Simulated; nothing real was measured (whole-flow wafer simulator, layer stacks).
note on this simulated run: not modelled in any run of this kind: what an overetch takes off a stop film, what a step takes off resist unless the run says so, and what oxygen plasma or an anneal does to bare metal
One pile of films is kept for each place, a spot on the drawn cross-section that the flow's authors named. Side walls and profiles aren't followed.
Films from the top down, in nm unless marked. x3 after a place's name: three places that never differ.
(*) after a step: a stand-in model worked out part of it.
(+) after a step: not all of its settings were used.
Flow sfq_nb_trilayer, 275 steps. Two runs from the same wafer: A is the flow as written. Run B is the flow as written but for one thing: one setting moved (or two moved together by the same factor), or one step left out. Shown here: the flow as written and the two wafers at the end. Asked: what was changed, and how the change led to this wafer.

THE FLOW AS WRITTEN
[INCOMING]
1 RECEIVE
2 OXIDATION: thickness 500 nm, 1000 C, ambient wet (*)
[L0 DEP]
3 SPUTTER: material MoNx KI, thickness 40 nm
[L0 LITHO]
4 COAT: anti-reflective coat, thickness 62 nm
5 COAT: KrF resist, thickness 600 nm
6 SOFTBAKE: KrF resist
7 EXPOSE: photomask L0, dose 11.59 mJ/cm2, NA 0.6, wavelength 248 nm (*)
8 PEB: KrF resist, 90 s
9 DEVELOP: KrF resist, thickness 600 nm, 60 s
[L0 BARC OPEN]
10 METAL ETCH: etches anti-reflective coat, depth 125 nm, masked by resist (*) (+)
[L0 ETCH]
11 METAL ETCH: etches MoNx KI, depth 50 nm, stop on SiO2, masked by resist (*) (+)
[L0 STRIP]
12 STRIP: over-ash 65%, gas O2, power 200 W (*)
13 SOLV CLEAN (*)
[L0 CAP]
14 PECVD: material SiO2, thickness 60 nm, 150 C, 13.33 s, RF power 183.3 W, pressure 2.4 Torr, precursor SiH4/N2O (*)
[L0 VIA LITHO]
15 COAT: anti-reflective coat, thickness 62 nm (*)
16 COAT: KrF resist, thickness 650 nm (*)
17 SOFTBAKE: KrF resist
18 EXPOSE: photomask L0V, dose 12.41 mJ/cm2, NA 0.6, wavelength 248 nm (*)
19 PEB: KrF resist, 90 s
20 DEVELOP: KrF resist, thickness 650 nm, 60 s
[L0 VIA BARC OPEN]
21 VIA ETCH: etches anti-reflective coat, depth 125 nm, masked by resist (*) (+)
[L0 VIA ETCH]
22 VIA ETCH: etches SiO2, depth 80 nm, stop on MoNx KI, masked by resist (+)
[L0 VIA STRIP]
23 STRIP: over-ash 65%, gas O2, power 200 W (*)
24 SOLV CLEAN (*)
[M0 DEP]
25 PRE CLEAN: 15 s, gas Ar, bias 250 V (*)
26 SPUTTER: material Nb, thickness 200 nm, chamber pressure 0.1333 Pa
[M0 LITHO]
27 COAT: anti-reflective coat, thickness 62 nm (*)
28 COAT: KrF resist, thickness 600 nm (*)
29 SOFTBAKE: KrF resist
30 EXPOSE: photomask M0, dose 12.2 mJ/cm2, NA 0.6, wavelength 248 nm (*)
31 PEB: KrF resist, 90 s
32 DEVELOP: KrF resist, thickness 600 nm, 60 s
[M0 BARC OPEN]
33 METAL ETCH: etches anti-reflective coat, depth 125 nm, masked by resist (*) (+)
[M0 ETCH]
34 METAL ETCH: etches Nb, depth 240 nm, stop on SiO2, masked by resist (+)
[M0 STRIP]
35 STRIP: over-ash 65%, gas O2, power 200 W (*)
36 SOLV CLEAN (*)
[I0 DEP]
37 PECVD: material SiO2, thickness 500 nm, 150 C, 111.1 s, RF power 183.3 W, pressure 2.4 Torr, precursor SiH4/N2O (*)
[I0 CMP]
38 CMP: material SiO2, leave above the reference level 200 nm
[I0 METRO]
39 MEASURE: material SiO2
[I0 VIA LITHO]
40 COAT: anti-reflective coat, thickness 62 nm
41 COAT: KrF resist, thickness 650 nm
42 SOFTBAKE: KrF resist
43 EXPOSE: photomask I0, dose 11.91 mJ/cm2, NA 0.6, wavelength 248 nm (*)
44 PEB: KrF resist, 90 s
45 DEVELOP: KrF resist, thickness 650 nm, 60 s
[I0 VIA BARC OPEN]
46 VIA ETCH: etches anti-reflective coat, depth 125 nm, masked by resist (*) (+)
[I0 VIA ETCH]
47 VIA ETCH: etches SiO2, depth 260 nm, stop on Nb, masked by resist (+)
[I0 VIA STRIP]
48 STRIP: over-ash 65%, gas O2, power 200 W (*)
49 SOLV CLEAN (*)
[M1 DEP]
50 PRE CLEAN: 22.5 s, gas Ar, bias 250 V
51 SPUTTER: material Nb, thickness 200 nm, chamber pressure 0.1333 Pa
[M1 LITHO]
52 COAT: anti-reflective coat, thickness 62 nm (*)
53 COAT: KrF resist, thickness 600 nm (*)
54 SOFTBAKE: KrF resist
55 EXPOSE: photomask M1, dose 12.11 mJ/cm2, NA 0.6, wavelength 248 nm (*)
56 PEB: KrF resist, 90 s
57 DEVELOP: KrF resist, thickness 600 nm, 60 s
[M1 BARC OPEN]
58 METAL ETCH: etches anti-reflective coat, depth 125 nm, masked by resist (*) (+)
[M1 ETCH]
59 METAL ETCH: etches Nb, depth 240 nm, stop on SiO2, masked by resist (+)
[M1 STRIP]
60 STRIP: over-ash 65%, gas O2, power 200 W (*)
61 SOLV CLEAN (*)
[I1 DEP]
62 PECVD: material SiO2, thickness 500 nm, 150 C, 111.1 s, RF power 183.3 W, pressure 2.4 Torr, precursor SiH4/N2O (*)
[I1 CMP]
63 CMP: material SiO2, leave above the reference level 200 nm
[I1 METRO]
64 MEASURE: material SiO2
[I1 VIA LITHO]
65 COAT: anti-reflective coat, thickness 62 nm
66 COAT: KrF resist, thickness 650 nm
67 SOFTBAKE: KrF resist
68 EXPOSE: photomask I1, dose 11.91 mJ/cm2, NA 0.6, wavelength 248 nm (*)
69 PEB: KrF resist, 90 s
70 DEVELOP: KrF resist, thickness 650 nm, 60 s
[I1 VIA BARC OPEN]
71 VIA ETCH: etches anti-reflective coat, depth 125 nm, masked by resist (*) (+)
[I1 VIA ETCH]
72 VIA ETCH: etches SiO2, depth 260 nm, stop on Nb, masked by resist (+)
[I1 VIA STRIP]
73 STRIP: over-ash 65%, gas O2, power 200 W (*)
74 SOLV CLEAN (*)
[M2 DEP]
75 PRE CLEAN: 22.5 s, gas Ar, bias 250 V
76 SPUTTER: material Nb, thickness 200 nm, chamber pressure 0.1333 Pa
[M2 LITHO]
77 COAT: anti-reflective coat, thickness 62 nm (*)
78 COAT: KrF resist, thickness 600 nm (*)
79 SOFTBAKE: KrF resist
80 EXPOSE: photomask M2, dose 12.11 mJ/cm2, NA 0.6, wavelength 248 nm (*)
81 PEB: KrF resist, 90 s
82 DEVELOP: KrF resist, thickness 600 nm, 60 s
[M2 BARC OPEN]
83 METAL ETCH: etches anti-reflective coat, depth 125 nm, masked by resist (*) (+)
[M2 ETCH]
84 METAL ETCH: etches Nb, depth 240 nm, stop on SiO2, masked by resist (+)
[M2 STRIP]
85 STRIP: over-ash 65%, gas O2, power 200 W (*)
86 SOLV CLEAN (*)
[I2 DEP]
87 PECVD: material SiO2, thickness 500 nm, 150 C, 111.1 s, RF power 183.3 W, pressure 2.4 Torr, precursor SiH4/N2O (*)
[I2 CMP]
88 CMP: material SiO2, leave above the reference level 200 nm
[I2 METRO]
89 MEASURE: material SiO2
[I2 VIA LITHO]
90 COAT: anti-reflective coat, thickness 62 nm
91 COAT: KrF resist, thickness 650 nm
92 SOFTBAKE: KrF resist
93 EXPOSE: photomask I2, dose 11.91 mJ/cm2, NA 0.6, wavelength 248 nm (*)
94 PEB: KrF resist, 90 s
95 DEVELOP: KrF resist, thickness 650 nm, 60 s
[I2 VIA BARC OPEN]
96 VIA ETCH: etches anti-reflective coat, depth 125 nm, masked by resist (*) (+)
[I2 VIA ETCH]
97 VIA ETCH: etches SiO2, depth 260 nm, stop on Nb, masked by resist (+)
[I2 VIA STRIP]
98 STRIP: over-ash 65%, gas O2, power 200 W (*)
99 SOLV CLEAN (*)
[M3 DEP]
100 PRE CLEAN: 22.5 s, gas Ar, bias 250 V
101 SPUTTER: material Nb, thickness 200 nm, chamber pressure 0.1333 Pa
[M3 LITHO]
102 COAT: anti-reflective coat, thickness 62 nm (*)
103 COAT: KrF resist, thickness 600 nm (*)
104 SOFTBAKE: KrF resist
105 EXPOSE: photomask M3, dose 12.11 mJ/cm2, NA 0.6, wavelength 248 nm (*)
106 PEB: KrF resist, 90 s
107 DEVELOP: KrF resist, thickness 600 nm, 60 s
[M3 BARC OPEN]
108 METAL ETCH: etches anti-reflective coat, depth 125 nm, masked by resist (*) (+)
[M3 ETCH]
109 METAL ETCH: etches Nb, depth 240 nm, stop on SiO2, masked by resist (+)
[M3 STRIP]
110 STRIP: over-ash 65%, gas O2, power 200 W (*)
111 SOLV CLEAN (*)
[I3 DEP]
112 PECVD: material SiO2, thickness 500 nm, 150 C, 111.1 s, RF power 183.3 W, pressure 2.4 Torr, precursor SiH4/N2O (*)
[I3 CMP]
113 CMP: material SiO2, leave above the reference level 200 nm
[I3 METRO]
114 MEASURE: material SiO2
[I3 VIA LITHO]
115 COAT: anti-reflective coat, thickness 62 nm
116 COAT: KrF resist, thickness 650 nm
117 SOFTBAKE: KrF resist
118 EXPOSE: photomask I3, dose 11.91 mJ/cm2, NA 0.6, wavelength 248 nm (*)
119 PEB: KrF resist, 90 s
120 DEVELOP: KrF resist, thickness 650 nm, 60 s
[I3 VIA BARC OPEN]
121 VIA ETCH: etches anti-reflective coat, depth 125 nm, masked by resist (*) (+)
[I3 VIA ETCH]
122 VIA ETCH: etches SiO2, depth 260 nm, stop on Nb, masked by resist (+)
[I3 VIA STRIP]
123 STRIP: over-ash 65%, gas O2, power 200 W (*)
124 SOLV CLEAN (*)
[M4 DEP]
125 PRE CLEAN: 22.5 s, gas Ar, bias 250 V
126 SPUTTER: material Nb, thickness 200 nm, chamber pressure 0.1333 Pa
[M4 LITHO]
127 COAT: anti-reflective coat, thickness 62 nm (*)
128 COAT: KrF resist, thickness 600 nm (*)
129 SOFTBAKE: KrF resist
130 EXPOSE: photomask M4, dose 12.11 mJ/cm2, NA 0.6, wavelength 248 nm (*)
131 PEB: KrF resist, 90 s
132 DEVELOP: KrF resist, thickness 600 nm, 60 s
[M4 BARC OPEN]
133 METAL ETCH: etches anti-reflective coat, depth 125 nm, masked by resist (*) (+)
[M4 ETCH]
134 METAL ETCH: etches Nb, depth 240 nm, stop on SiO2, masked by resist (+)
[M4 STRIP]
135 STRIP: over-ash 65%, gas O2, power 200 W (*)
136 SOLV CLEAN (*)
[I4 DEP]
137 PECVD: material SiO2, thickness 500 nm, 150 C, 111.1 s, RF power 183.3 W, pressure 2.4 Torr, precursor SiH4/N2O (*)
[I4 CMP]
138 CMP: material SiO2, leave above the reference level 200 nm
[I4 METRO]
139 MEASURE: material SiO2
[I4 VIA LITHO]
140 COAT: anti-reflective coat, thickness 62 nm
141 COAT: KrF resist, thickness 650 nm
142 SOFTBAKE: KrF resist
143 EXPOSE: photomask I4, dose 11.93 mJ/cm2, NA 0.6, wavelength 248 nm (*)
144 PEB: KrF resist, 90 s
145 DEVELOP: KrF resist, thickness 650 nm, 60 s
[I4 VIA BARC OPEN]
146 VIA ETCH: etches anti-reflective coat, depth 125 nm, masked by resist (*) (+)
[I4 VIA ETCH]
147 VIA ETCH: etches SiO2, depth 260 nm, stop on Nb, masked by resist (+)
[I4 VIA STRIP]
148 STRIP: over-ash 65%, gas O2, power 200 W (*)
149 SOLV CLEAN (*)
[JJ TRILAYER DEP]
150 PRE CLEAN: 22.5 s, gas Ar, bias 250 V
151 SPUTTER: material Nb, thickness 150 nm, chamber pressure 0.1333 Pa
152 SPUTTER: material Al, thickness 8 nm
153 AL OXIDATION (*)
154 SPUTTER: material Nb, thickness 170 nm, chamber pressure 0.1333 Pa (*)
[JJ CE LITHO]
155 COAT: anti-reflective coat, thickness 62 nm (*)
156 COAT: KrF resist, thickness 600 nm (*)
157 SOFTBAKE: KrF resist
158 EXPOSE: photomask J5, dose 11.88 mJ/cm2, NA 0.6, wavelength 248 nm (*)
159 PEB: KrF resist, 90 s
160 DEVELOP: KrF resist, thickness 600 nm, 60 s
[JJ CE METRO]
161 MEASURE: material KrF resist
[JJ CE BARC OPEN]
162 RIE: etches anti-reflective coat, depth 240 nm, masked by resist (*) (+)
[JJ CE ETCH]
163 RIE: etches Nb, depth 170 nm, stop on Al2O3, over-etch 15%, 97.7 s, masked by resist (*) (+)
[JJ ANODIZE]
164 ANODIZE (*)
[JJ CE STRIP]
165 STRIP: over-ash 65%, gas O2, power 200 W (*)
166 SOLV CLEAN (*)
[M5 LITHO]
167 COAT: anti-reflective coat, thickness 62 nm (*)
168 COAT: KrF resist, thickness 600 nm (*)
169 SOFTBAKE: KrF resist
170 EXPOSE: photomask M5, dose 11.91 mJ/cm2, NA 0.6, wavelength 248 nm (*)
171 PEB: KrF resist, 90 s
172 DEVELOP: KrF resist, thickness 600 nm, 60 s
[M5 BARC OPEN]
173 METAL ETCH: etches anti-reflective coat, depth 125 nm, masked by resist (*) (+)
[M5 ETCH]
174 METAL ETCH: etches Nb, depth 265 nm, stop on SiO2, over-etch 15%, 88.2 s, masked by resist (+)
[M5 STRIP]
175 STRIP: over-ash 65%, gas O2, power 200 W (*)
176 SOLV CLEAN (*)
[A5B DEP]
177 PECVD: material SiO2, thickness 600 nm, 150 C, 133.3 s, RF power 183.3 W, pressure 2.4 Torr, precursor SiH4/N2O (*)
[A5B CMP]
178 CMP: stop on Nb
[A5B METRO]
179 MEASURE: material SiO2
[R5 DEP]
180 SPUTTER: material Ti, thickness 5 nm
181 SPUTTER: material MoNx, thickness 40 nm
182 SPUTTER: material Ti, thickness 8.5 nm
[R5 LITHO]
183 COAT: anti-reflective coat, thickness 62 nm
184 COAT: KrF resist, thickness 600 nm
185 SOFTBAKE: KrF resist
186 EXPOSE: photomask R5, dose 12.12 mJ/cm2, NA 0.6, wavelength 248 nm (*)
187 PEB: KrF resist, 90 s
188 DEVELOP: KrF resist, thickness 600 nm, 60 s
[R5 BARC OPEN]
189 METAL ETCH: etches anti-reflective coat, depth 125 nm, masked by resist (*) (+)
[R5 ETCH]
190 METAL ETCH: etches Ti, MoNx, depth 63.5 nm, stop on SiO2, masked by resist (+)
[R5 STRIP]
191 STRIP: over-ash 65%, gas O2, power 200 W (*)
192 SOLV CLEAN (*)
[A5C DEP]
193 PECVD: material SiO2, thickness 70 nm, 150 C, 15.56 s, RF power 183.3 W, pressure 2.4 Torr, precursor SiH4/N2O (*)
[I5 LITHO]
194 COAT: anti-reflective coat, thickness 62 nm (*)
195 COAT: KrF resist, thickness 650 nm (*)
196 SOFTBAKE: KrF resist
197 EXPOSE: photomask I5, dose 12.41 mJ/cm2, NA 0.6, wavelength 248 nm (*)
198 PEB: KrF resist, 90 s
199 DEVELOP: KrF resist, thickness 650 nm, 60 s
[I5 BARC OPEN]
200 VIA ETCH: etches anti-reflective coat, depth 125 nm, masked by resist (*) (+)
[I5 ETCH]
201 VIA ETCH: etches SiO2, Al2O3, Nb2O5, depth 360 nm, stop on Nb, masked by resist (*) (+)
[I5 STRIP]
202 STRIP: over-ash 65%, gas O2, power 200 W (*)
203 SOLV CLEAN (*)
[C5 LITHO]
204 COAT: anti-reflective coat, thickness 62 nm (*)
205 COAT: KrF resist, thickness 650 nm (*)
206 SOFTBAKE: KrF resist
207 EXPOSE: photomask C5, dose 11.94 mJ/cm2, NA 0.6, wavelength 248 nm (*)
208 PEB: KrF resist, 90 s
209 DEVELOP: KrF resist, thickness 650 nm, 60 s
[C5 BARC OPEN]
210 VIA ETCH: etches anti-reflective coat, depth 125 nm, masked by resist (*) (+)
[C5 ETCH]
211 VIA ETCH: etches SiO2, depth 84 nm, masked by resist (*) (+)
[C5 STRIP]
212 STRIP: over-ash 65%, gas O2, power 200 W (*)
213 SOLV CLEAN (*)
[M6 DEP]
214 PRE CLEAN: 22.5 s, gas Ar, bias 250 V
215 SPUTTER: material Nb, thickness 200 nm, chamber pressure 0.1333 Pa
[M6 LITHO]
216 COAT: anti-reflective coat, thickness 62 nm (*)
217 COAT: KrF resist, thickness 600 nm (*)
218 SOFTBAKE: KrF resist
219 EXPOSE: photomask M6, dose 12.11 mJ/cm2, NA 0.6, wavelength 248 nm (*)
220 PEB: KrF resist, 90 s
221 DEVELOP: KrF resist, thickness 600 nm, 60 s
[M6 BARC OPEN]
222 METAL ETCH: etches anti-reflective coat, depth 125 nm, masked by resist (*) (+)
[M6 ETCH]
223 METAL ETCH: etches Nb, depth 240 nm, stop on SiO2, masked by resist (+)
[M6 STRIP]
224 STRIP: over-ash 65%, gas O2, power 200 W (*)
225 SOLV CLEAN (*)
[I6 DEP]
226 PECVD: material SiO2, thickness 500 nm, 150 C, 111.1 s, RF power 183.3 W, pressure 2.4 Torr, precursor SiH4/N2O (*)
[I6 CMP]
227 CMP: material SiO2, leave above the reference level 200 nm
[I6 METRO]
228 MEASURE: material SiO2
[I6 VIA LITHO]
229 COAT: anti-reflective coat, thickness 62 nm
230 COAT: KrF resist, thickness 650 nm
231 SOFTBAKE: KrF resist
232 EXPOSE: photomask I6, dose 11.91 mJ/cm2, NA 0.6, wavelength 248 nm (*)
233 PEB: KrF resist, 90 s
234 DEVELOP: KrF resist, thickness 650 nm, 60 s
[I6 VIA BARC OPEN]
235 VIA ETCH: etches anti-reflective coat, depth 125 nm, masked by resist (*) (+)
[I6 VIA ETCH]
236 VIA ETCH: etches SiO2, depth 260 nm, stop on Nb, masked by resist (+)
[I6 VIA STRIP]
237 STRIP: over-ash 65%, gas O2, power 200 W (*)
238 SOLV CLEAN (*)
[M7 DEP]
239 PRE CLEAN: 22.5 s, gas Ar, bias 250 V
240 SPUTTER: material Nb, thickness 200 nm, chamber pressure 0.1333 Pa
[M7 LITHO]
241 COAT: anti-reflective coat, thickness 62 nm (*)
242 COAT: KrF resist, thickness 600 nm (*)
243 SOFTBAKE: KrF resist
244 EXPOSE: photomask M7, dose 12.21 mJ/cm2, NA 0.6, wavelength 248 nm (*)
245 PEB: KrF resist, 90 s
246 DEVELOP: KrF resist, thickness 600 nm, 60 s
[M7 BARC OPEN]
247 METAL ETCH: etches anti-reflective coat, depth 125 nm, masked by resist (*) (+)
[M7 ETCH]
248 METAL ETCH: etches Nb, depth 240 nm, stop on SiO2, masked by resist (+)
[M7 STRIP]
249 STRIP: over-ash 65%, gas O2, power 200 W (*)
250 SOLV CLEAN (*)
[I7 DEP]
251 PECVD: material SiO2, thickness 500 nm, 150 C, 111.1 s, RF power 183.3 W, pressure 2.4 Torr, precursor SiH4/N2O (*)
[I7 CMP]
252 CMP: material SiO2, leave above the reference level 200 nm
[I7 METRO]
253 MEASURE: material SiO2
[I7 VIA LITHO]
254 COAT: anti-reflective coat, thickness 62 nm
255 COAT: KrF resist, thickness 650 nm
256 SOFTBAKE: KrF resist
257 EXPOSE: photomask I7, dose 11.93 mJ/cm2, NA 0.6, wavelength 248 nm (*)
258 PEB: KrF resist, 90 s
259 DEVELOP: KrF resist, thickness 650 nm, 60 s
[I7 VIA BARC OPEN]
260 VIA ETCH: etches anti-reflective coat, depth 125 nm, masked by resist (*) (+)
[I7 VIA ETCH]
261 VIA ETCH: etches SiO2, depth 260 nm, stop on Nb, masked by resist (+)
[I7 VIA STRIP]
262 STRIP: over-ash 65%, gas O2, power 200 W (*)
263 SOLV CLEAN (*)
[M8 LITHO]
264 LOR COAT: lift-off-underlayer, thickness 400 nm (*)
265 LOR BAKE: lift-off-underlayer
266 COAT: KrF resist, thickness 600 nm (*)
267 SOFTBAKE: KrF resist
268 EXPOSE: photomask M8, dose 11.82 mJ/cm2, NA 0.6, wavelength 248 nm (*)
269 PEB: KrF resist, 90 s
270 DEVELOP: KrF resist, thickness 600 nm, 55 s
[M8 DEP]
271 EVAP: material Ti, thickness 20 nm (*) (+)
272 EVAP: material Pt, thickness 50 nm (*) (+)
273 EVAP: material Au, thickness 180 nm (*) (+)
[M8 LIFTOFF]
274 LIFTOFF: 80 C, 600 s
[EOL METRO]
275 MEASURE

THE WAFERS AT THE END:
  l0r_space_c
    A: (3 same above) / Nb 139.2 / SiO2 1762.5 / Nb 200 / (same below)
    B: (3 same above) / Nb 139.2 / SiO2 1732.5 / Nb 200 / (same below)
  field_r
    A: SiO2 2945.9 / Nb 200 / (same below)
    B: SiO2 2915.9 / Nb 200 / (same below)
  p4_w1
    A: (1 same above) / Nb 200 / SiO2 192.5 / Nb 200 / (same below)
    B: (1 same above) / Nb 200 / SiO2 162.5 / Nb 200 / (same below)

The cause: step 113, CMP: leave above the reference level 170 nm was run, where the flow has leave above the reference level 200 nm.

How the change led to this, step by step:
  113 CMP: material SiO2, leave above the reference level 200 nm
      field_l, be, be_sur and 64 more: A SiO2 -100 | B SiO2 -130
      v_sur, via_wl, via_wr and 27 more: A SiO2 -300 | B SiO2 -330
      (and at 9 more places)
  122 VIA ETCH: etches SiO2, depth 260 nm, stop on Nb, masked by resist (+)
      field_l, v_sur, via_wl and 102 more: A KrF resist -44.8 | B KrF resist -43.9
      via_v: A SiO2 -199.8 (all of it) | B SiO2 -169.8 (all of it)
  126 SPUTTER: material Nb, thickness 200 nm, chamber pressure 0.1333 Pa
      via_v: A Nb +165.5 | B Nb +172.1
  127 COAT: anti-reflective coat, thickness 62 nm (*)
      via_v: A anti-reflective coat +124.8 (new film) | B anti-reflective coat +116.6 (new film)
  128 COAT: KrF resist, thickness 600 nm (*)
      via_v: A KrF resist +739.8 (new film) | B KrF resist +716 (new film)
  135 STRIP: over-ash 65%, gas O2, power 200 W (*)
      via_v: A KrF resist -521.8 (all of it), anti-reflective coat -124.8 (all of it) | B KrF resist -498.1 (all of it), anti-reflective coat -116.6 (all of it)
  137 PECVD: material SiO2, thickness 500 nm, 150 C, 111.1 s, RF power 183.3 W, pressure 2.4 Torr, precursor SiH4/N2O (*)
      via_v: A SiO2 +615 (new film) | B SiO2 +553.9 (new film)
  138 CMP: material SiO2, leave above the reference level 200 nm
      via_v: A SiO2 -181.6 | B SiO2 -157.1
